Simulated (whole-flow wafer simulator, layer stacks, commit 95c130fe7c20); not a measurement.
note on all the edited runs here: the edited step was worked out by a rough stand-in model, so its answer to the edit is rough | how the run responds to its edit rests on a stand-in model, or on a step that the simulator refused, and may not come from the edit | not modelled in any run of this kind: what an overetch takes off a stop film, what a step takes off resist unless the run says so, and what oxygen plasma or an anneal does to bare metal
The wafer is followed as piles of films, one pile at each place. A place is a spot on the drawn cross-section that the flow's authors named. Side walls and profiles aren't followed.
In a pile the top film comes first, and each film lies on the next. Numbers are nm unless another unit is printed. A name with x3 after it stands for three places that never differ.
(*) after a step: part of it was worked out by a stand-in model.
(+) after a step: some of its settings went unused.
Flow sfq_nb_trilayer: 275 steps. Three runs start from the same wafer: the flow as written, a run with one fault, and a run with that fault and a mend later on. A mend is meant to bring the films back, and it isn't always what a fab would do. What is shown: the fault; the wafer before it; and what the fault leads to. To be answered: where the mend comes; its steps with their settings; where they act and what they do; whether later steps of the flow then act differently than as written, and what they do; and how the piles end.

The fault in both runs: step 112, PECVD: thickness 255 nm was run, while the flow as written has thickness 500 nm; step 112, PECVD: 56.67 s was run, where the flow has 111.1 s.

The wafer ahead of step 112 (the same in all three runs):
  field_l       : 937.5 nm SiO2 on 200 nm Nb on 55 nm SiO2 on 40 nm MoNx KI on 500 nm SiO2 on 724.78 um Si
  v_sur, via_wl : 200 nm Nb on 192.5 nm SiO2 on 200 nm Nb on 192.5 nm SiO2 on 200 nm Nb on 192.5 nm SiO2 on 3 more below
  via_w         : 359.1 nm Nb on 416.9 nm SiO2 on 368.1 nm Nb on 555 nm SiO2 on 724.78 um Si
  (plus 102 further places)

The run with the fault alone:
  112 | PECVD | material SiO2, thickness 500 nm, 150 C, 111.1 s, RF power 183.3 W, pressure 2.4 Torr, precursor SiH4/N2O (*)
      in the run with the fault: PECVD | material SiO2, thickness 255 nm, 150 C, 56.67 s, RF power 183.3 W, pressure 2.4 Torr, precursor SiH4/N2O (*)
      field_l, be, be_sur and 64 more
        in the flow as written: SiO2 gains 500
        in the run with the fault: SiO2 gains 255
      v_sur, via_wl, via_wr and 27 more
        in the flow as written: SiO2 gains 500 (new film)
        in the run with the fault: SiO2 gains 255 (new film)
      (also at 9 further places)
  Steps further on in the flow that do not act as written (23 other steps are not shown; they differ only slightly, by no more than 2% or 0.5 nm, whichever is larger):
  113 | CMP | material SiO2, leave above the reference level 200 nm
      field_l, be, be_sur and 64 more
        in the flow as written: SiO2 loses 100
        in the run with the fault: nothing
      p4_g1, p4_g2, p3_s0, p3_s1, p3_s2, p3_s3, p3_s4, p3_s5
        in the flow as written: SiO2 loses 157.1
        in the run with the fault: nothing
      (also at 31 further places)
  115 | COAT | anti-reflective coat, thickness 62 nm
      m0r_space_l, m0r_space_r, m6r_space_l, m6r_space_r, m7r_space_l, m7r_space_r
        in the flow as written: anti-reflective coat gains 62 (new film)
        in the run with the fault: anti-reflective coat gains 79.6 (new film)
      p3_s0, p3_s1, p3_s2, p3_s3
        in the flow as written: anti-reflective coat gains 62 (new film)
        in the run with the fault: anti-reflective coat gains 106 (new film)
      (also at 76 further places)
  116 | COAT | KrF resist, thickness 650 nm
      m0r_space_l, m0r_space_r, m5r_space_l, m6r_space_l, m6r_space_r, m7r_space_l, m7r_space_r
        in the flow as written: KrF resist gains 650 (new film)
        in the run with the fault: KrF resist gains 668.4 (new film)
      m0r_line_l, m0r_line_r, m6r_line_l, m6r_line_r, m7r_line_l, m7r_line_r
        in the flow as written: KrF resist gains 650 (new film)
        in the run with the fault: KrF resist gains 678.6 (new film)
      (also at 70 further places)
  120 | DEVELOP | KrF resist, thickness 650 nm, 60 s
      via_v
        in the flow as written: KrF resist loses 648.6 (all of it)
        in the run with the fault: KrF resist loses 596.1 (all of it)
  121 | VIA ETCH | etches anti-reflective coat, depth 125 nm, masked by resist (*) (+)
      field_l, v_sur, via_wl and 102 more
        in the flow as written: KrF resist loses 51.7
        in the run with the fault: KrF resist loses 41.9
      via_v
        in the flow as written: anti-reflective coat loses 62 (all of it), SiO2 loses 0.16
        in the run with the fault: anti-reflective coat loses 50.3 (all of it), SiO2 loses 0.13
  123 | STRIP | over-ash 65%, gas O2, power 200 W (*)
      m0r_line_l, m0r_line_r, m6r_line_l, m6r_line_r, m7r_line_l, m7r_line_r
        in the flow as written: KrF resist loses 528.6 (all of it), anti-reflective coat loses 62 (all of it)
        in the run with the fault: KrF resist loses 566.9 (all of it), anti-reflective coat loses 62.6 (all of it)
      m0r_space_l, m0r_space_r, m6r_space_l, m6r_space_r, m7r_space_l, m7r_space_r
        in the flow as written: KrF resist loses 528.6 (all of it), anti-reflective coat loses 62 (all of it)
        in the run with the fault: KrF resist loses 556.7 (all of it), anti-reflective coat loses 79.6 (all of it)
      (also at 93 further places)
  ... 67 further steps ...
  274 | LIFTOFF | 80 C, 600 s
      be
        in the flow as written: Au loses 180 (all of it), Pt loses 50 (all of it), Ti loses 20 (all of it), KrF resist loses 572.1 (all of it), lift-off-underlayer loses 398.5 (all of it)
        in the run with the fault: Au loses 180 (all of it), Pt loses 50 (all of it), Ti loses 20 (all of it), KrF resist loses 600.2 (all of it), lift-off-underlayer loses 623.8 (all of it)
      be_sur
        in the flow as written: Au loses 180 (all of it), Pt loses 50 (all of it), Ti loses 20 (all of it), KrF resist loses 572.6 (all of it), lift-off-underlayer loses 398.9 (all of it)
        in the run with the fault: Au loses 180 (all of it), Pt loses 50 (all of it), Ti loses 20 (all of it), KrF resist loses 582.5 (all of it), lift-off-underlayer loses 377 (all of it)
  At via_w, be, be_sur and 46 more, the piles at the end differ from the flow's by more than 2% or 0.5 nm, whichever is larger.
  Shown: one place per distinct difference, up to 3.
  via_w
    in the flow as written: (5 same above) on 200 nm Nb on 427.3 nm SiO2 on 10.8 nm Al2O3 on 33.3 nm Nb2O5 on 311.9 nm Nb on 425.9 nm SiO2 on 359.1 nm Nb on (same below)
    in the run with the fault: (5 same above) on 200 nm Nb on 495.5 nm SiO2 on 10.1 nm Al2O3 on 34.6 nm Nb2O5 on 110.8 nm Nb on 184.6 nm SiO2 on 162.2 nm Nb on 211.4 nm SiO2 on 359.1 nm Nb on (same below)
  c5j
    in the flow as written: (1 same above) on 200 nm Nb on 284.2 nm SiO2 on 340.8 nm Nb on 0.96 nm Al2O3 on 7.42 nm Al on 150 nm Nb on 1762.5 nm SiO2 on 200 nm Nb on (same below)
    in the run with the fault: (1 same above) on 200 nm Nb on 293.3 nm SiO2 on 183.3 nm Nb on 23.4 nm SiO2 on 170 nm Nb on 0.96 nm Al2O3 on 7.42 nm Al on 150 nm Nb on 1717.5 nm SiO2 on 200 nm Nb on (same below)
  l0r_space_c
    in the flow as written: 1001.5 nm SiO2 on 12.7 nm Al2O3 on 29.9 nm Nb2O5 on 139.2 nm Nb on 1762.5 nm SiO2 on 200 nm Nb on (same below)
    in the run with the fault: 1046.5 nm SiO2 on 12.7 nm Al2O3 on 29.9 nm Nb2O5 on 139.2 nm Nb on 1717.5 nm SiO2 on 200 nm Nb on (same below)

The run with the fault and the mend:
  The mend stands after step 112.
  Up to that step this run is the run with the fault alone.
  112a | PECVD | material SiO2, thickness 245 nm, 150 C, 54.44 s, RF power 183.3 W, pressure 2.4 Torr, precursor SiH4/N2O (*) (the flow's step 112, run once more with other settings)
      field_l, v_sur, via_wl and 102 more
        SiO2 gains 245
      via_w
        SiO2 gains 267.4
  Steps further on in the flow that do not act as written:
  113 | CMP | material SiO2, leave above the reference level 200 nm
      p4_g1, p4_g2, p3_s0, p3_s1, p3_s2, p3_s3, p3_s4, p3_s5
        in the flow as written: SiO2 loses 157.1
        in the run with the mend: SiO2 loses 100
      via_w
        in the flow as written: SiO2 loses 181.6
        in the run with the mend: SiO2 loses 52.9
  By the end, the piles equal the flow's at every place that both follow.
